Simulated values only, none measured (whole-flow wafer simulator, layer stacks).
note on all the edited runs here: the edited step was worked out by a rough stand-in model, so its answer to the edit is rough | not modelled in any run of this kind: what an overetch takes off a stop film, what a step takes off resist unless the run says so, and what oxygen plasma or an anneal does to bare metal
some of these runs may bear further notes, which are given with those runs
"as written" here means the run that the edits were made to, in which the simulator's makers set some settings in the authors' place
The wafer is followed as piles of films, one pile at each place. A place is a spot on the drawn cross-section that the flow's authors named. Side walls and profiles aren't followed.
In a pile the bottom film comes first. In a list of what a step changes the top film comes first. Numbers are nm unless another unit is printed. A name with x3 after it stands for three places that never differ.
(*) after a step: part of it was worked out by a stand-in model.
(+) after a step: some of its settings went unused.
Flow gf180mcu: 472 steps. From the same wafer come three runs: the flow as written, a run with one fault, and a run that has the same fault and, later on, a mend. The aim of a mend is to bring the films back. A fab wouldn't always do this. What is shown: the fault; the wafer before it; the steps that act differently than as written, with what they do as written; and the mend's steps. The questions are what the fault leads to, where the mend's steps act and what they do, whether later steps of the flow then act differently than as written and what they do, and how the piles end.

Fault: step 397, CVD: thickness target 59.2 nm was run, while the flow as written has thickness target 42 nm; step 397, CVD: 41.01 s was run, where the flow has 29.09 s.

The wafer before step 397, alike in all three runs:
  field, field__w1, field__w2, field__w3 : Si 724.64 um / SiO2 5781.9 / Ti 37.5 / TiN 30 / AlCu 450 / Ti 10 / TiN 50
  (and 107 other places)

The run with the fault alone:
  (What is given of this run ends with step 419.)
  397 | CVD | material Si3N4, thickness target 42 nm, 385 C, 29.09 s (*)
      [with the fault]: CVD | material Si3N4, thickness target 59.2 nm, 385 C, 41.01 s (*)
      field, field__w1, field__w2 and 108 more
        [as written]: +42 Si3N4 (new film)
        [with the fault]: +59.2 Si3N4 (new film)
  Steps further on in the flow that do not act as written:
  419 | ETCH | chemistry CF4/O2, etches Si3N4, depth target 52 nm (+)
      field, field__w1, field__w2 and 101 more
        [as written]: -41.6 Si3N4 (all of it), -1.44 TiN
        [with the fault]: -52 Si3N4
  Once step 419 is done, the piles at field, field__w1, field__w2 and 109 more depart from the flow's by more than 2% or 0.5 nm, whichever is larger.
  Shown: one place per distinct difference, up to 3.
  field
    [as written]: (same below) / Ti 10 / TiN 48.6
    [with the fault]: (same below) / Ti 10 / TiN 50 / Si3N4 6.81
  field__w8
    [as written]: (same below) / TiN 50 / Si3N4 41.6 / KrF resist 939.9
    [with the fault]: (same below) / TiN 50 / Si3N4 58.8 / KrF resist 939.9
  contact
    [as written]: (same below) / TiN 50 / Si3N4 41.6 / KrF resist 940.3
    [with the fault]: (same below) / TiN 50 / Si3N4 58.8 / KrF resist 940.3

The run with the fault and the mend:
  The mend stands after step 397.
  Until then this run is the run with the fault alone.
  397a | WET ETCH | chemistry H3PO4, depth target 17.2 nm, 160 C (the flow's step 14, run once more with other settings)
      field, field__w1, field__w2 and 108 more
        -17.2 Si3N4
  Later steps of the flow that are run all act as written at every place that is followed, up to a difference of at most 2% or 0.5 nm, whichever is larger.
  When the end is reached, the piles differ only a little from the flow's at the places that both follow, at most by 2% or 0.5 nm, whichever is larger.
